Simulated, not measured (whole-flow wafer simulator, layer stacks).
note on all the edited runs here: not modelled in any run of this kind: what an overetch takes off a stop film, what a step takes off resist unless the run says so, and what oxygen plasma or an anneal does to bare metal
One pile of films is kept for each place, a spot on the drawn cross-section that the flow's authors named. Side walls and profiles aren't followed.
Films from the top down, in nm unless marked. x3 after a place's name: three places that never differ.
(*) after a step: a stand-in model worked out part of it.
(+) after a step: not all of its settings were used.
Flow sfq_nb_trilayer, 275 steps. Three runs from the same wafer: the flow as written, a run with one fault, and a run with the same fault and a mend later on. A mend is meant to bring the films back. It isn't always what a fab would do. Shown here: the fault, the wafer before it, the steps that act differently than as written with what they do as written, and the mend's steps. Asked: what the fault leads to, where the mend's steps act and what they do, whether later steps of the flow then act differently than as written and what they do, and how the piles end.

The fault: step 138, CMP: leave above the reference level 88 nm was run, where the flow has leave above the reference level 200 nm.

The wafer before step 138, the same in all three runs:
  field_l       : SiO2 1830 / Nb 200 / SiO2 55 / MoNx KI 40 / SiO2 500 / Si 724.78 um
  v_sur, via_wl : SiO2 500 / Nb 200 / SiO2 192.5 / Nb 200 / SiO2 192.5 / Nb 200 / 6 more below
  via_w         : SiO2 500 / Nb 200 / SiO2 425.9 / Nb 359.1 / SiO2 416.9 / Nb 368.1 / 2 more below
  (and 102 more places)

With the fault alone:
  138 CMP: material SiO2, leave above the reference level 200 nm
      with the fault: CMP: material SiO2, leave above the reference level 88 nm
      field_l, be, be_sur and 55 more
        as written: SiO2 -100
        with the fault: SiO2 -212
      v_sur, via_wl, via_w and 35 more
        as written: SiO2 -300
        with the fault: SiO2 -412
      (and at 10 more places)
  Later steps of the flow that act differently than as written (4 more steps differ only slightly, by at most 2% or 0.5 nm, whichever is larger, and aren't shown):
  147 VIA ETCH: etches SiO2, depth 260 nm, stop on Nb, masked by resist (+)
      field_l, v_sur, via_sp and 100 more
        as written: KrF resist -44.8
        with the fault: KrF resist -22.7
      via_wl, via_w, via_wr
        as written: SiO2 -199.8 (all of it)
        with the fault: SiO2 -87.8 (all of it)
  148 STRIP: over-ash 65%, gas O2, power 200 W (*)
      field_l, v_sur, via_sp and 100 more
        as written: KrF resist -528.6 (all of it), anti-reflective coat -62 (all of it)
        with the fault: KrF resist -550.7 (all of it), anti-reflective coat -62 (all of it)
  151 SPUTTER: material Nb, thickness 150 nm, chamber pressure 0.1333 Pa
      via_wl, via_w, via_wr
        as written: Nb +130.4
        with the fault: Nb +143.6
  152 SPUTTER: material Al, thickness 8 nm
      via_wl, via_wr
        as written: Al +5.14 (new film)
        with the fault: Al +6.5 (new film)
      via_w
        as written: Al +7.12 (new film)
        with the fault: Al +7.91 (new film)
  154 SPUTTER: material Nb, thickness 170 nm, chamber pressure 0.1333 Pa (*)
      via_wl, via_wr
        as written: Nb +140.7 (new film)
        with the fault: Nb +134.3 (new film)
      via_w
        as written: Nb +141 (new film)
        with the fault: Nb +168.7 (new film)
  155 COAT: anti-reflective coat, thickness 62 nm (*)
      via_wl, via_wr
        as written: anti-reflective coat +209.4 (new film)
        with the fault: anti-reflective coat +148.6 (new film)
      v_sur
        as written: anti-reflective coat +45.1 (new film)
        with the fault: anti-reflective coat +51.1 (new film)
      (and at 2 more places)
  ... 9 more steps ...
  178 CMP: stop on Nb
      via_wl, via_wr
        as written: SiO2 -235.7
        with the fault: SiO2 -360.6
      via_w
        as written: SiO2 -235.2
        with the fault: SiO2 -360.2
  At the end the piles differ from the flow's by more than 2% or 0.5 nm, whichever is larger, at field_l, v_sur, via_wl and 103 more.
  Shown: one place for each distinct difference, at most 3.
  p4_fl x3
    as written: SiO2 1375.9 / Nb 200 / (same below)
    with the fault: SiO2 1263.9 / Nb 200 / (same below)
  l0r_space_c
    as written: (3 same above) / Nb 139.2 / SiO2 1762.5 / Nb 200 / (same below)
    with the fault: (3 same above) / Nb 139.2 / SiO2 1650.5 / Nb 200 / (same below)
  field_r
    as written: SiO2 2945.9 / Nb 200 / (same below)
    with the fault: SiO2 2833.9 / Nb 200 / (same below)

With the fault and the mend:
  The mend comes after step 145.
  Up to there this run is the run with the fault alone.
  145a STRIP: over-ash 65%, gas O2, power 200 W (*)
      field_l, v_sur, via_sp and 100 more
        KrF resist -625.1 (all of it), anti-reflective coat -62 (all of it)
      via_wl, via_w, via_wr
        anti-reflective coat -62 (all of it)
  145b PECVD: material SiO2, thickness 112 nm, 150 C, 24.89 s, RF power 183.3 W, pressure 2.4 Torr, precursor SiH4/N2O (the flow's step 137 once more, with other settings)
      field_l, v_sur, via_wl and 103 more
        SiO2 +112
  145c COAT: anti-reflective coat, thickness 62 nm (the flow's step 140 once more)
      field_l, v_sur, via_wl and 103 more
        anti-reflective coat +62 (new film)
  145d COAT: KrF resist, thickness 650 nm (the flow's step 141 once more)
      field_l, v_sur, via_wl and 103 more
        KrF resist +650 (new film)
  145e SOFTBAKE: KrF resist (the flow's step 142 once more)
      changes no film at any place that is followed
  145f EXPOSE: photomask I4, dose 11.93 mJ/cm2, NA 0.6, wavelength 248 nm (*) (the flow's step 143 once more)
      changes no film at any place that is followed
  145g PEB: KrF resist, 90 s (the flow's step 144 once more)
      field_l, v_sur, via_wl and 103 more
        KrF resist -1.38
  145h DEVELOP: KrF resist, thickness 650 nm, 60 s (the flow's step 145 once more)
      field_l, v_sur, via_sp and 100 more
        KrF resist -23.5
      via_wl, via_w, via_wr
        KrF resist -648.6 (all of it)
  No later step of the flow acts differently than as written at any place that is followed.
  At the end the piles are the same as the flow's at every place that both follow.
